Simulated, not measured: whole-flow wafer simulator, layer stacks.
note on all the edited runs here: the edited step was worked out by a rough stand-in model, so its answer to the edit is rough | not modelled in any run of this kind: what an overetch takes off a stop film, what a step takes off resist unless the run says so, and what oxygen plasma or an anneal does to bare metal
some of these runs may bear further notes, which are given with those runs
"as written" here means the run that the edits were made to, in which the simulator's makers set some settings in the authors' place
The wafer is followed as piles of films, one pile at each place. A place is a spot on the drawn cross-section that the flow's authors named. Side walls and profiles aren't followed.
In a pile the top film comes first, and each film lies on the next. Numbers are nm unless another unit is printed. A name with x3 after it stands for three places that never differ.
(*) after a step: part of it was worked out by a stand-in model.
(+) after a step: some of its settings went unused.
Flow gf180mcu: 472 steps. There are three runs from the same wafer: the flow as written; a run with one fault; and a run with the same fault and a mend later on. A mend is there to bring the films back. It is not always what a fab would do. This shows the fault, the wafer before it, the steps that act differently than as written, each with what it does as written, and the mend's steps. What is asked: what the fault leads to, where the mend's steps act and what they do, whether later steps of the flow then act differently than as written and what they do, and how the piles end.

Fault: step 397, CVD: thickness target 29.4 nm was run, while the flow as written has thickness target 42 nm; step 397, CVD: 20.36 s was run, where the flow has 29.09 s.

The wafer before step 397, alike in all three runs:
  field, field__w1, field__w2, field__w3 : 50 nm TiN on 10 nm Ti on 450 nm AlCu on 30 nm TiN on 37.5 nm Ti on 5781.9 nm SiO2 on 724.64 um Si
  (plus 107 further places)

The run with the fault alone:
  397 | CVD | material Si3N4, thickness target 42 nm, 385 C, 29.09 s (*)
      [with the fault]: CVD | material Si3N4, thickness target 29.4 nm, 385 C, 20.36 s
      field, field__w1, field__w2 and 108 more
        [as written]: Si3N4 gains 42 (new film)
        [with the fault]: Si3N4 gains 29.4 (new film)
  Steps further on in the flow that do not act as written (6 more steps, not shown, differ only slightly: by at most 2% or 0.5 nm, whichever is larger):
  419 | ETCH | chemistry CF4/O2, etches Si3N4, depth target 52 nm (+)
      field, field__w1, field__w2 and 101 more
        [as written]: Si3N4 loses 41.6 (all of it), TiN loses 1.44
        [with the fault]: Si3N4 loses 29.1 (all of it), TiN loses 2.02
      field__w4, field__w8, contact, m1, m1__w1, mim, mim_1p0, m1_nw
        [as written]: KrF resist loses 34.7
        [with the fault]: KrF resist loses 29.1
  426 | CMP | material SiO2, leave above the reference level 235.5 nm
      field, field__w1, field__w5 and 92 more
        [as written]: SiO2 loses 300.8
        [with the fault]: SiO2 loses 313.4
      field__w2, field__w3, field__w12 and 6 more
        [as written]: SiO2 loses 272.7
        [with the fault]: SiO2 loses 285.8
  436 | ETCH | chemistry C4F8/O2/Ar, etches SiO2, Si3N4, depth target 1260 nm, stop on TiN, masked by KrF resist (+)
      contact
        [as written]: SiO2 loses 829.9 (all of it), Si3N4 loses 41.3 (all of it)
        [with the fault]: SiO2 loses 829.9 (all of it), Si3N4 loses 28.7 (all of it)
  At field__w4, field__w8, m1, m1__w1, mim, mim_1p0, m1_nw, the piles at the end differ from the flow's by more than 2% or 0.5 nm, whichever is larger.
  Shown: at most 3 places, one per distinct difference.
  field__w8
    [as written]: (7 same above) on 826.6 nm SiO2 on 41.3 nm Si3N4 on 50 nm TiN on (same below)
    [with the fault]: (7 same above) on 826.6 nm SiO2 on 28.7 nm Si3N4 on 50 nm TiN on (same below)
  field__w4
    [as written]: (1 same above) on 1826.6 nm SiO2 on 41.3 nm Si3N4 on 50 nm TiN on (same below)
    [with the fault]: (1 same above) on 1826.6 nm SiO2 on 28.7 nm Si3N4 on 50 nm TiN on (same below)
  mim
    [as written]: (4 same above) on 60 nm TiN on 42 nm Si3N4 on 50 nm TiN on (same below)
    [with the fault]: (4 same above) on 60 nm TiN on 29.4 nm Si3N4 on 50 nm TiN on (same below)

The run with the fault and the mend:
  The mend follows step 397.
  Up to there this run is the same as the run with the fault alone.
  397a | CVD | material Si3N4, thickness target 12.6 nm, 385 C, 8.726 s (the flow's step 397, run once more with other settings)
      field, field__w1, field__w2 and 108 more
        Si3N4 gains 12.6
  Every later step of the flow that is run acts as written, at every place that is followed, to within 2% or 0.5 nm, whichever is larger.
  The piles end only slightly different from the flow's at the places that both follow, by no more than 2% or 0.5 nm, whichever is larger.
